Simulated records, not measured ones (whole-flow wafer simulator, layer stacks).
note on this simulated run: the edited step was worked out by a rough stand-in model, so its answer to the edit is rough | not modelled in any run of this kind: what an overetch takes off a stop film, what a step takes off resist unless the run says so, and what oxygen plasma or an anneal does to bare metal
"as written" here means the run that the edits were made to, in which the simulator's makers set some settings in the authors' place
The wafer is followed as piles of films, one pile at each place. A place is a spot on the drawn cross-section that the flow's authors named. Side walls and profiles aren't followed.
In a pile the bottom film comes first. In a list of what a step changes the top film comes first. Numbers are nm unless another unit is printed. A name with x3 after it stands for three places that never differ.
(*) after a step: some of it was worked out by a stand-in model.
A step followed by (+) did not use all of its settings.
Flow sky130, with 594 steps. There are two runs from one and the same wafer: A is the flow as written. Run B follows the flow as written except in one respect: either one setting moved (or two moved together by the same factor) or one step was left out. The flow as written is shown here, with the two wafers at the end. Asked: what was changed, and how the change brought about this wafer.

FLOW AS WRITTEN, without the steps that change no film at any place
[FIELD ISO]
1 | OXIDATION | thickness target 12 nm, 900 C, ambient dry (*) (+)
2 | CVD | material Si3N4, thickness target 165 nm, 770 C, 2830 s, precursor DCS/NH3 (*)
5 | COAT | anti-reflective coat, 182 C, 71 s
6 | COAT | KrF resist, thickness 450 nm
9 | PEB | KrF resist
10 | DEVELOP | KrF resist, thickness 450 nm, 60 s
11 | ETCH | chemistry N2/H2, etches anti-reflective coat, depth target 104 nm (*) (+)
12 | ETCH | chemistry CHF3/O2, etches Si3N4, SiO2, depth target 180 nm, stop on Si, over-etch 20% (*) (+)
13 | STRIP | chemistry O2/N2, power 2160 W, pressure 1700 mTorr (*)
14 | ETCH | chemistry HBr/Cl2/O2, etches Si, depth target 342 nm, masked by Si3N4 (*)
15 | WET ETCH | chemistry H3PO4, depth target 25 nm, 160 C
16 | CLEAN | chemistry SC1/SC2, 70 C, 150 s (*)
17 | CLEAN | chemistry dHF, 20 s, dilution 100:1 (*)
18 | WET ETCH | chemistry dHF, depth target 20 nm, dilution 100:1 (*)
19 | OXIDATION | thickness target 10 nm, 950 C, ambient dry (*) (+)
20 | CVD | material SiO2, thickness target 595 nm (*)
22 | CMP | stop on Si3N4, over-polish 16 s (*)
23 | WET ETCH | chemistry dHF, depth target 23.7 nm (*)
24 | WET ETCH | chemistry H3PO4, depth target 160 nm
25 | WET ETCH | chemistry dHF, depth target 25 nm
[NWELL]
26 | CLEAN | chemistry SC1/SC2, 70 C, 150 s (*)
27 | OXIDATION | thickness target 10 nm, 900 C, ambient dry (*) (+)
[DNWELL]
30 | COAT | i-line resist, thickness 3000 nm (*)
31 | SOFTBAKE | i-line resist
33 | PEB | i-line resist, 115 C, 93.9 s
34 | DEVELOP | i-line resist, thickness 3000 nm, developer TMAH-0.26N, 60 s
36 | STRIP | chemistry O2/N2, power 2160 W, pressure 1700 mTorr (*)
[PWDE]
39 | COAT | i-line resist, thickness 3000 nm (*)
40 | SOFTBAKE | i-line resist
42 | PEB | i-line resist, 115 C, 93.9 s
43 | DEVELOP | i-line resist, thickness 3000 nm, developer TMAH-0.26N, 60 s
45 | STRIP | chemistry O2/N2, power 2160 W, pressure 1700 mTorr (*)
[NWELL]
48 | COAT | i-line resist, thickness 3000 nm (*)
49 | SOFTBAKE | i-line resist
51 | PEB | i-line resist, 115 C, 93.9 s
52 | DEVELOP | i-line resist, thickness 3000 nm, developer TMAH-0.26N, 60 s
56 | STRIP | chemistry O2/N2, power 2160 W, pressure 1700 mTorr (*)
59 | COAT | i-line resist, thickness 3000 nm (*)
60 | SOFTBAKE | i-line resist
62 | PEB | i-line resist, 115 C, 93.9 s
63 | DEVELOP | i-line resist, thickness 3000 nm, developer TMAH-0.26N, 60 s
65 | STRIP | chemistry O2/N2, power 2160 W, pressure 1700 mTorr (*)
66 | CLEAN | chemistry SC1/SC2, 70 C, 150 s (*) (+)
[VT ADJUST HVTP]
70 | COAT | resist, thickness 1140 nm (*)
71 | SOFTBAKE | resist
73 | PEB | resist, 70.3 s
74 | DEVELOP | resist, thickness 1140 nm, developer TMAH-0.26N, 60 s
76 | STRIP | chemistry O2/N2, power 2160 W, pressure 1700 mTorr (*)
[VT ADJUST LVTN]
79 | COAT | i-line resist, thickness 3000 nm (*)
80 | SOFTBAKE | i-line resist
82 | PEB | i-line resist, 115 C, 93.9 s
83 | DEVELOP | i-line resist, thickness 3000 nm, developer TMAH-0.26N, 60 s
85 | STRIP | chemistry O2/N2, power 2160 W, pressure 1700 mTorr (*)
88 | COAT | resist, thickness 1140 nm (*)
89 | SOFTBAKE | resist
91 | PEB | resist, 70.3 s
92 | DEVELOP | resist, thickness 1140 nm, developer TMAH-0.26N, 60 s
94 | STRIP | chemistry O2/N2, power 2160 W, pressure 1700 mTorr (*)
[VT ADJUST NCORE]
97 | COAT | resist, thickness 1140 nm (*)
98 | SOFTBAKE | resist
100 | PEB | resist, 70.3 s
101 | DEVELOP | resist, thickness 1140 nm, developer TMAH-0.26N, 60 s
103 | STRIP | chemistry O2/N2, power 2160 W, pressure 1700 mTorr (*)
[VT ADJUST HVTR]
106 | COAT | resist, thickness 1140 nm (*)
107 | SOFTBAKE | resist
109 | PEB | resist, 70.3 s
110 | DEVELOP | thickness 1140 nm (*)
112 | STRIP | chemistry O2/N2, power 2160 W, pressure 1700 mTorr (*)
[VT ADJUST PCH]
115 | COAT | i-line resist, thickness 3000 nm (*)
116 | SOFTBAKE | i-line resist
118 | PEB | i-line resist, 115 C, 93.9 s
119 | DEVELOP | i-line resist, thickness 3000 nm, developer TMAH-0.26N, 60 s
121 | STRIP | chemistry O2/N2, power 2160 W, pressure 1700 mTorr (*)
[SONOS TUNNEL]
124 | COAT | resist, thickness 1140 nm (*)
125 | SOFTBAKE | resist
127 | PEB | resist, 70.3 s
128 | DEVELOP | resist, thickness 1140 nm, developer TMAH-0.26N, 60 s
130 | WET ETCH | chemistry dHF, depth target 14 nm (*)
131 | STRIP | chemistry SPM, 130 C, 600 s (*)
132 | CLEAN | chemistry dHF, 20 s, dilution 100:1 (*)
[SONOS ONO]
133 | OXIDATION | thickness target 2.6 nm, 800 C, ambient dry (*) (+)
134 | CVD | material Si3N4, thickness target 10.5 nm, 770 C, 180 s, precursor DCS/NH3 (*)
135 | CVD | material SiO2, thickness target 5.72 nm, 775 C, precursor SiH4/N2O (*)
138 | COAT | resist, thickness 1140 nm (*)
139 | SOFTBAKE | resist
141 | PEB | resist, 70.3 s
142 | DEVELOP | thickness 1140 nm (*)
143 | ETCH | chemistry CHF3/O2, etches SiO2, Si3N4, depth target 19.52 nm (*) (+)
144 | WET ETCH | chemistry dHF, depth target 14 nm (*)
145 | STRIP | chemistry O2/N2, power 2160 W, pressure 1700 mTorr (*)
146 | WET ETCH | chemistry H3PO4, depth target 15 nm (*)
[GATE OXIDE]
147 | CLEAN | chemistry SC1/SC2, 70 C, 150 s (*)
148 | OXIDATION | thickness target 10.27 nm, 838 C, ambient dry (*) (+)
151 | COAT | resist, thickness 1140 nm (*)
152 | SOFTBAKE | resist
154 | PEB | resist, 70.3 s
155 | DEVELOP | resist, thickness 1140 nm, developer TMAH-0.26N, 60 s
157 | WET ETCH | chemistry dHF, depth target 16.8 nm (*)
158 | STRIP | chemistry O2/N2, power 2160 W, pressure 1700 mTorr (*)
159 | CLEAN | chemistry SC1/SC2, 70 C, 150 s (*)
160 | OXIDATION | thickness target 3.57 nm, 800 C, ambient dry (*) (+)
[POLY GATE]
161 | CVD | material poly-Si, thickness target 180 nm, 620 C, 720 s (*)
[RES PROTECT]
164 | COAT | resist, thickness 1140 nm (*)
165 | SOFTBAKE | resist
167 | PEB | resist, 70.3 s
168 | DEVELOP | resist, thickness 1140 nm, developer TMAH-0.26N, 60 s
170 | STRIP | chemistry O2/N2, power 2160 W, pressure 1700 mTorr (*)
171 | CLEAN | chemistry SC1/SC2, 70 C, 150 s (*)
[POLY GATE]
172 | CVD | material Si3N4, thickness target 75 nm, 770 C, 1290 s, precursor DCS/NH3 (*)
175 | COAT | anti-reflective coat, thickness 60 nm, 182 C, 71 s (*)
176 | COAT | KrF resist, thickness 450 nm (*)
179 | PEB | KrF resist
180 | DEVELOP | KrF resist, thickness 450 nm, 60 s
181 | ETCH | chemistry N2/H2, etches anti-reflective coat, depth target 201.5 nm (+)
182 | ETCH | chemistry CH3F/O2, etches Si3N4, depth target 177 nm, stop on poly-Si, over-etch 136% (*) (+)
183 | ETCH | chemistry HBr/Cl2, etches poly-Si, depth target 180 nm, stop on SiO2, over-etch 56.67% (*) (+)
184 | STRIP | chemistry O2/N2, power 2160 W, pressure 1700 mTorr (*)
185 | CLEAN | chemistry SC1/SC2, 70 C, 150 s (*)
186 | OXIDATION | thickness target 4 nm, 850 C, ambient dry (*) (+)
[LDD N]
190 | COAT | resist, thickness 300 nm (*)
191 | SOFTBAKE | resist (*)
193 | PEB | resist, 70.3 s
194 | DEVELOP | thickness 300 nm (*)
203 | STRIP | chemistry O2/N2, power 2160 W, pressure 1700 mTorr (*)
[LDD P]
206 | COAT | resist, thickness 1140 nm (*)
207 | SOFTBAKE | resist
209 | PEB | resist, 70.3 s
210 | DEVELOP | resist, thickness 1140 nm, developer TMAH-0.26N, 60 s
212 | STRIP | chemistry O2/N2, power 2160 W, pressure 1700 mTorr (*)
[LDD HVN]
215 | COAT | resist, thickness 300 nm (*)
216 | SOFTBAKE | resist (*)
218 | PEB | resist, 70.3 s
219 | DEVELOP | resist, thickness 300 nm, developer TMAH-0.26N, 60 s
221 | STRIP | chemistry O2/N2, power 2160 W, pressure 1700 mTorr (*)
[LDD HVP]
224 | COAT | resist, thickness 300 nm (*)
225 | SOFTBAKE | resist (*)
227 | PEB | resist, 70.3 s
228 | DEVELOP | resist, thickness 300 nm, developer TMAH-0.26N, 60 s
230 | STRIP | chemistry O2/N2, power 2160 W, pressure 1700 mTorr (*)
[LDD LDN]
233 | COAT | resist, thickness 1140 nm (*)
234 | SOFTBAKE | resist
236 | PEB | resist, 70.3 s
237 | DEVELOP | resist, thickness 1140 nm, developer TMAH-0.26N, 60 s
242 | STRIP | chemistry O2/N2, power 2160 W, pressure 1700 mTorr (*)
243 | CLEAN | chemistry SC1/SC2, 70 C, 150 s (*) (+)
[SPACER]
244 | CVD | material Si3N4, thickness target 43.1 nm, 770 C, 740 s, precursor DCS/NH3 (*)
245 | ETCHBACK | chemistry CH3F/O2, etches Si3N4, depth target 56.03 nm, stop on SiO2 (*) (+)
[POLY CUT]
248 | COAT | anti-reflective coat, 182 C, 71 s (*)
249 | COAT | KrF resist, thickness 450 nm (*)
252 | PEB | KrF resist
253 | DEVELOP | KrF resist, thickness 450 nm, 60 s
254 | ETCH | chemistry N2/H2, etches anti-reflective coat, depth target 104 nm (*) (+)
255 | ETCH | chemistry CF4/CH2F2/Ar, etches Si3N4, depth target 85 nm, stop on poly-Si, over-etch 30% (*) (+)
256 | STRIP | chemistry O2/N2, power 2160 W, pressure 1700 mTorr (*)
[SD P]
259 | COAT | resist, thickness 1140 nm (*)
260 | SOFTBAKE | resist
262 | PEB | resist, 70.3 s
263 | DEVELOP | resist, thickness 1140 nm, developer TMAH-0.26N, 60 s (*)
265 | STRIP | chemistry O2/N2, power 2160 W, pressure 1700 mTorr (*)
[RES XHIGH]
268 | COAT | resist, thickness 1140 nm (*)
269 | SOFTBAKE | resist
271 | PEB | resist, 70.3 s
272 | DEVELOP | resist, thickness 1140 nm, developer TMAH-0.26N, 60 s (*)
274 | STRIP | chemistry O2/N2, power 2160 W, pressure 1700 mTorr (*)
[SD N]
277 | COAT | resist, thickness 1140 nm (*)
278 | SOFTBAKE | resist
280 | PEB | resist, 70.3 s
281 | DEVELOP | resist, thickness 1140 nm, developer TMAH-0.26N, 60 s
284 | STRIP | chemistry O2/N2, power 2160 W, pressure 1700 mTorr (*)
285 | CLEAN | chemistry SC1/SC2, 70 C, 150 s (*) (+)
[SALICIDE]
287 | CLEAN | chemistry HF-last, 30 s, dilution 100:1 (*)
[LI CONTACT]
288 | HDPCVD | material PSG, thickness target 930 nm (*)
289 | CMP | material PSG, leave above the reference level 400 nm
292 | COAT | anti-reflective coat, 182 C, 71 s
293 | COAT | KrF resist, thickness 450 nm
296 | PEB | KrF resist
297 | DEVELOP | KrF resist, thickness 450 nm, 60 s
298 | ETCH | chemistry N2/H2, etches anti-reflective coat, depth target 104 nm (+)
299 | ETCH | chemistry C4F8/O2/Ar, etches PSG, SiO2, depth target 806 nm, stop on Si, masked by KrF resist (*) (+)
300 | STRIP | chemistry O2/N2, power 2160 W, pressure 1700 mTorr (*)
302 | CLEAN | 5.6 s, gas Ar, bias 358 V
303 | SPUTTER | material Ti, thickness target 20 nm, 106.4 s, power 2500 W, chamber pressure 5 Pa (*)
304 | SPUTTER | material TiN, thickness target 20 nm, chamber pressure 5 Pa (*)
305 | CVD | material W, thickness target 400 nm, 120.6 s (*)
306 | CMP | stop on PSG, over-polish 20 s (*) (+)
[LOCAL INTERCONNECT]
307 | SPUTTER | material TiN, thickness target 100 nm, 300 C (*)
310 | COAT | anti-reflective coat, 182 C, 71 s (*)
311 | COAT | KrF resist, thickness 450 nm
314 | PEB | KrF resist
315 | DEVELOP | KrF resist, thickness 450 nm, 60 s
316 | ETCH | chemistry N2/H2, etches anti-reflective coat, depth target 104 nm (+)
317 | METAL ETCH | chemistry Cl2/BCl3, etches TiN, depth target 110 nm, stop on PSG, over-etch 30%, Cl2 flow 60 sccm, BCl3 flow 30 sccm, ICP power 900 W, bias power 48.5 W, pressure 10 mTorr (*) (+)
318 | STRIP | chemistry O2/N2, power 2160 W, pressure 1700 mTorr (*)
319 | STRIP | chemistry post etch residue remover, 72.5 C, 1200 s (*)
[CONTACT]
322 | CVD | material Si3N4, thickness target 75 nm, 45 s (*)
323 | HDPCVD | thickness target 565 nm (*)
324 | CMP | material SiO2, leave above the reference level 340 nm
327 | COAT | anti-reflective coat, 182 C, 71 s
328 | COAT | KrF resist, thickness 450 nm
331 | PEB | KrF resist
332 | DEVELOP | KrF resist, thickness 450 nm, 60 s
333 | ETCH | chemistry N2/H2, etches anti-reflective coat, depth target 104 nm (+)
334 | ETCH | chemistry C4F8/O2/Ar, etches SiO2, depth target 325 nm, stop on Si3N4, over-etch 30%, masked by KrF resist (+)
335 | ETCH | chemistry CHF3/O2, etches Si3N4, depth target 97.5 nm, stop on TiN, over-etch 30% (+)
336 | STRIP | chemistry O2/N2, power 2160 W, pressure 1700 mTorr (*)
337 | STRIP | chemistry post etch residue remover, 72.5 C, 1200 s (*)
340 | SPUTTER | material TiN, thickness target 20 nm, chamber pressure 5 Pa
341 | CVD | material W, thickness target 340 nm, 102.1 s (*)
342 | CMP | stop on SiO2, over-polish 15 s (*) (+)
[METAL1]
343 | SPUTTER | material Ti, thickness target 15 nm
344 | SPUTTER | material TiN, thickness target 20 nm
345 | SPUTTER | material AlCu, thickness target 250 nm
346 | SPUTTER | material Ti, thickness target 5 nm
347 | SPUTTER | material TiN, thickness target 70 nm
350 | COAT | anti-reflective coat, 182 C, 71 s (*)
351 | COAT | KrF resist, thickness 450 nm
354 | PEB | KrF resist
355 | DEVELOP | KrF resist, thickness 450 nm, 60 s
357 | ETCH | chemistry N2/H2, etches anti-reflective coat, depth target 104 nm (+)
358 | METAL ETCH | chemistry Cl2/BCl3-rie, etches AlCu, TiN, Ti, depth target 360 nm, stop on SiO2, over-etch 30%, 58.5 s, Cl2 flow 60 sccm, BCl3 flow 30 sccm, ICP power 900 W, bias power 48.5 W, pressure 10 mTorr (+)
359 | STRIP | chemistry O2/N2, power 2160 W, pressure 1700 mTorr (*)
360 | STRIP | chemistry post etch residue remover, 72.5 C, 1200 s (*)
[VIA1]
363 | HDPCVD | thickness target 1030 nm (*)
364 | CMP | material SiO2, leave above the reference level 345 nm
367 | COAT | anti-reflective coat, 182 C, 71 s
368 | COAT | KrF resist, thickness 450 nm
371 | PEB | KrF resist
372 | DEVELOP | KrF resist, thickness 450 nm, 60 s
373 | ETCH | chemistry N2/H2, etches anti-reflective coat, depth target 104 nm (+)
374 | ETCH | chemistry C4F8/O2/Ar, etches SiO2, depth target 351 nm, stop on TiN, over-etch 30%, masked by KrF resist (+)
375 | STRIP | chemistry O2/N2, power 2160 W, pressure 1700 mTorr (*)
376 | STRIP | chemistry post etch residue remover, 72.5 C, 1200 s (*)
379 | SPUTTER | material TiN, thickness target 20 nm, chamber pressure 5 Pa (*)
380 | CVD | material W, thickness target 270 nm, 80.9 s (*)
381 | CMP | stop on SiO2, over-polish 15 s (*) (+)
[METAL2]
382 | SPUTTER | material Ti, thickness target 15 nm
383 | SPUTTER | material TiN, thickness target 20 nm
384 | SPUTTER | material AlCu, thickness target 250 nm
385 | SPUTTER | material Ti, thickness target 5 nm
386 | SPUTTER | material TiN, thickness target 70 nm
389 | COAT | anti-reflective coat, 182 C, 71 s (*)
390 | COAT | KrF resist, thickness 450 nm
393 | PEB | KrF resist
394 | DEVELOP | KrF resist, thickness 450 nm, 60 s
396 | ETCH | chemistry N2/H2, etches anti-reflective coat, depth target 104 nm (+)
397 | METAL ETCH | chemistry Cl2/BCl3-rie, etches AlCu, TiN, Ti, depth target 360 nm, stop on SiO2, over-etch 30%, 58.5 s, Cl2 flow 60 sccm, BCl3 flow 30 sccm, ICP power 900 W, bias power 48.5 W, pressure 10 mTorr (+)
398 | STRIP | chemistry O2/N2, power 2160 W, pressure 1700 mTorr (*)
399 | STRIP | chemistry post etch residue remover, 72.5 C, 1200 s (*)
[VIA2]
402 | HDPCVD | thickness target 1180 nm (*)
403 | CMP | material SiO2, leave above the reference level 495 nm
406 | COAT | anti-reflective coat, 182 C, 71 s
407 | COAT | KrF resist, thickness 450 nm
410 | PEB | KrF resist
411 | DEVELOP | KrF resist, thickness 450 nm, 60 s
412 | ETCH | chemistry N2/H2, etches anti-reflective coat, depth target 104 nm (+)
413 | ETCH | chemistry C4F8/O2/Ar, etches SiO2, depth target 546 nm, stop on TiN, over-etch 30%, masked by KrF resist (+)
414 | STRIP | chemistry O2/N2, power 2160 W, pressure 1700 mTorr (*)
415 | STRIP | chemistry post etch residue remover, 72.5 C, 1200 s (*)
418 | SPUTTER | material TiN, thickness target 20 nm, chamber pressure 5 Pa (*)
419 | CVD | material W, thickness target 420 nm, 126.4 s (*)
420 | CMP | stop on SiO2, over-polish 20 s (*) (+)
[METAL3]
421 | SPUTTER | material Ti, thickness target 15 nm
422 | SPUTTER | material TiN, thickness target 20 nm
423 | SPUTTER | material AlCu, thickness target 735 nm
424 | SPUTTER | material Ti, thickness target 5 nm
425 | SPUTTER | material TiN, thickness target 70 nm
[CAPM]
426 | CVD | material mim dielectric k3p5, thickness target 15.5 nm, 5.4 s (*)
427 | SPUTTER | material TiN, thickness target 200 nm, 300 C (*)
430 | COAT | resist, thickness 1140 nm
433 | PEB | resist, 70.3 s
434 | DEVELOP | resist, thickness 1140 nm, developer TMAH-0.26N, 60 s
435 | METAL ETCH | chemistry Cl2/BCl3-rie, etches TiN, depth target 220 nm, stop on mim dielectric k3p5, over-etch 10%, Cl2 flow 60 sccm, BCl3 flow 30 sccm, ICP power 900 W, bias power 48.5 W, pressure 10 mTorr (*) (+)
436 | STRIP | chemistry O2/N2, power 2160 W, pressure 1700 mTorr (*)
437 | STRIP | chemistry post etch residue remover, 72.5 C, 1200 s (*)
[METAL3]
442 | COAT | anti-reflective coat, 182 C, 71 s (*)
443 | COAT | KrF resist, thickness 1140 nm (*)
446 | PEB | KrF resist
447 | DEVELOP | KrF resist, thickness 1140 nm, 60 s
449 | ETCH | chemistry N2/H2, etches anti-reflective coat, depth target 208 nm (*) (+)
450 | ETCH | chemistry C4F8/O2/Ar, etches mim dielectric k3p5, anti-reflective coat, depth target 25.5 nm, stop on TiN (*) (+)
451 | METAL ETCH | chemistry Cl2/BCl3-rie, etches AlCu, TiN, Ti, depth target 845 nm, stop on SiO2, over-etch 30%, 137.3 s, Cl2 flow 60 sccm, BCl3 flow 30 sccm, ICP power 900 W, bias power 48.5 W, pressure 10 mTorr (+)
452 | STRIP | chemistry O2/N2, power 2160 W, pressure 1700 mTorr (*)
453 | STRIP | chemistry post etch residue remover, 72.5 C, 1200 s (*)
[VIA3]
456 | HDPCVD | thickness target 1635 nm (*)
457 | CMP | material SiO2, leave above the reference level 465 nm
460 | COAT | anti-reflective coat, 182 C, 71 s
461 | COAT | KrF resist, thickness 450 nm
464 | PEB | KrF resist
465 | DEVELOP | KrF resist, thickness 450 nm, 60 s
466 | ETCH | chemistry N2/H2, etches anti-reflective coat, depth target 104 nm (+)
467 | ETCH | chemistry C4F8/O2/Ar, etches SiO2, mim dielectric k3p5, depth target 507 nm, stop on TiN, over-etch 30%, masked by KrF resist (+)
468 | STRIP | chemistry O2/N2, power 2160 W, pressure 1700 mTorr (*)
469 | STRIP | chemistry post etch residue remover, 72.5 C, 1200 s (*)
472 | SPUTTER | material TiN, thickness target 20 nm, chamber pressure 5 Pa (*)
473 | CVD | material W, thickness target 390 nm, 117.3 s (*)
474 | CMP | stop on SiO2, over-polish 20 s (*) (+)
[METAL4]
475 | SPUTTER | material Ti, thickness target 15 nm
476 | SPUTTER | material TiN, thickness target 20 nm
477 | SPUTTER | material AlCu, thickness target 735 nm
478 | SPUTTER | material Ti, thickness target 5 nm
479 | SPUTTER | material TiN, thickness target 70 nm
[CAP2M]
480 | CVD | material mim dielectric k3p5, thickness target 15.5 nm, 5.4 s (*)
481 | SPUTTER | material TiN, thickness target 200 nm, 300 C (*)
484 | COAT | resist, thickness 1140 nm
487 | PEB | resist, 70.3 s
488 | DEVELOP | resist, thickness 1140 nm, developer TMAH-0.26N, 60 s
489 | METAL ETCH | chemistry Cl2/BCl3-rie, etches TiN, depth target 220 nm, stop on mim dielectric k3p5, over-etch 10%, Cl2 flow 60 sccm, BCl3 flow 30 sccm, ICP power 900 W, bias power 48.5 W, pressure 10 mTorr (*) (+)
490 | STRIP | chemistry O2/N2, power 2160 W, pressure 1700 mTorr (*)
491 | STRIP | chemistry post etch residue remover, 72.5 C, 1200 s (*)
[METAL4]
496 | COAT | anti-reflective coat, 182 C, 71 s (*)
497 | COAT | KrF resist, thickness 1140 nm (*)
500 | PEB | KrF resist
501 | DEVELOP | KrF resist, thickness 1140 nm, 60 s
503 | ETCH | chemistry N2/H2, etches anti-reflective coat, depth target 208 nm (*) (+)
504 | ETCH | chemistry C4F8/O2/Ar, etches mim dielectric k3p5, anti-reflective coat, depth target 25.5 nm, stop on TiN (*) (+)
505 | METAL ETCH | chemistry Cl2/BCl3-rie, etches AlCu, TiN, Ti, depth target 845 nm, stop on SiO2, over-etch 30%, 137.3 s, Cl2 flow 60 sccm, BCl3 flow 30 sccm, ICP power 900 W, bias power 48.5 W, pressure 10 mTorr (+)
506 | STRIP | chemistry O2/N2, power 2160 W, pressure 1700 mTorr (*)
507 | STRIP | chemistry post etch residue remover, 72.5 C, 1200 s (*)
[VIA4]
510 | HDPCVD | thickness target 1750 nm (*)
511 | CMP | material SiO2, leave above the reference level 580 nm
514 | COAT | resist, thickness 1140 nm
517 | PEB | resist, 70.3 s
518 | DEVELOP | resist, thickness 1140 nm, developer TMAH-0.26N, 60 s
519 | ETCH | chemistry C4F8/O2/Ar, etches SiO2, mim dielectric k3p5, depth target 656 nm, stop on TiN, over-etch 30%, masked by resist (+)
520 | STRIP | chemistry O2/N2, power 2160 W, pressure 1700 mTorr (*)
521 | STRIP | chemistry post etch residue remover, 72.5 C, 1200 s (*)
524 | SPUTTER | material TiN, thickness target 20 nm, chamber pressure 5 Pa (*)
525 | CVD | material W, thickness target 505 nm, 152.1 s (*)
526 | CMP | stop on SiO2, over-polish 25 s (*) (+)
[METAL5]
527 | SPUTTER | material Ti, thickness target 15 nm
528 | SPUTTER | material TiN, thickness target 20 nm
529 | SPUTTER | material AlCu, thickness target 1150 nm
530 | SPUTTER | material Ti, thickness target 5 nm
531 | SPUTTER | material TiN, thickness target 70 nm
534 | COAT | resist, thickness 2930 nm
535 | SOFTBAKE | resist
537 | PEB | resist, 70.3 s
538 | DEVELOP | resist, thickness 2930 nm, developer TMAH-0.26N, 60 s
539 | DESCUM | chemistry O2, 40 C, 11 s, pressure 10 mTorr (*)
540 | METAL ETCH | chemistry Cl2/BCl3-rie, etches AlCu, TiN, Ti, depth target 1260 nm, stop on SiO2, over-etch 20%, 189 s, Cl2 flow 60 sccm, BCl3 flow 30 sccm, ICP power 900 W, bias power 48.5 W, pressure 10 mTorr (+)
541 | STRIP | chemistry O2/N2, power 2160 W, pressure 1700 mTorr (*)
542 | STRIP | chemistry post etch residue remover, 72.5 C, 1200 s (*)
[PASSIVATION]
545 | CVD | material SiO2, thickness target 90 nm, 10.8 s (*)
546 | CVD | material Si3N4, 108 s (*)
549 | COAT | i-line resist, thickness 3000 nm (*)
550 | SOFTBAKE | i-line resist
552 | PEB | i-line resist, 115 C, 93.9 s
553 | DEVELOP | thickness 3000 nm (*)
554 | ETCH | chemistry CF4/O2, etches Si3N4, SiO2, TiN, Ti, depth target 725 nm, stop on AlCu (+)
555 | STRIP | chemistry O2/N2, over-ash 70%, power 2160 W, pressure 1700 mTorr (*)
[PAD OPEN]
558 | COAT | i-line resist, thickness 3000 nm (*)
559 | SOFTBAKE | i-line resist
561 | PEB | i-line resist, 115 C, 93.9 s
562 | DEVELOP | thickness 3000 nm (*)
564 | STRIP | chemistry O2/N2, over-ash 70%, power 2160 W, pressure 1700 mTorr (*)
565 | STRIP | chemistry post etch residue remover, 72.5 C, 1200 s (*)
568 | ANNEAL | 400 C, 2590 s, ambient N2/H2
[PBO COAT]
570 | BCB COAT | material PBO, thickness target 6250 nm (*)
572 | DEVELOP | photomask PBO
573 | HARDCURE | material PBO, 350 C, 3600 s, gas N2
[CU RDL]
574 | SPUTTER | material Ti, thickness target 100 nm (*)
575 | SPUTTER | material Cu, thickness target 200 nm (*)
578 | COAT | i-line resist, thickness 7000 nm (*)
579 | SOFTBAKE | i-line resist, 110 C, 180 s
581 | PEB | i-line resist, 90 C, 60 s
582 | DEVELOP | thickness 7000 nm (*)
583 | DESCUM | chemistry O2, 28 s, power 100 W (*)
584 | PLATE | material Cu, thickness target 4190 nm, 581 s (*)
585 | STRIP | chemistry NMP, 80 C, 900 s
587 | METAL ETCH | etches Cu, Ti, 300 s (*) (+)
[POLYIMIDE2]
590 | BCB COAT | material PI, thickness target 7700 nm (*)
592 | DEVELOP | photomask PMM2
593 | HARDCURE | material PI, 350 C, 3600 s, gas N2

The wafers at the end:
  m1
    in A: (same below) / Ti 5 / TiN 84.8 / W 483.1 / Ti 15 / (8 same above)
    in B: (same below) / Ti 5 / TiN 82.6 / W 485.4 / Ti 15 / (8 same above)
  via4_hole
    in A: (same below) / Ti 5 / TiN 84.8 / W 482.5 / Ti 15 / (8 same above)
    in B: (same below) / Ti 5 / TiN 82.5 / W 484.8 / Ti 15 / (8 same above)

The reason: step 524, SPUTTER: thickness target 17 nm was run, though the flow has thickness target 20 nm.

The path from the change to this, step by step:
  524 | SPUTTER | material TiN, thickness target 20 nm, chamber pressure 5 Pa (*)
      field, active, n_well and 188 more: A +20 TiN (new film) | B +17 TiN (new film)
      m1, via4_hole: A +15.3 TiN | B +13 TiN
  526 | CMP | stop on SiO2, over-polish 25 s (*) (+)
      field, active, n_well and 188 more: A -505 W (all of it), -20 TiN (all of it), -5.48 SiO2 | B -505 W (all of it), -17 TiN (all of it), -5.48 SiO2
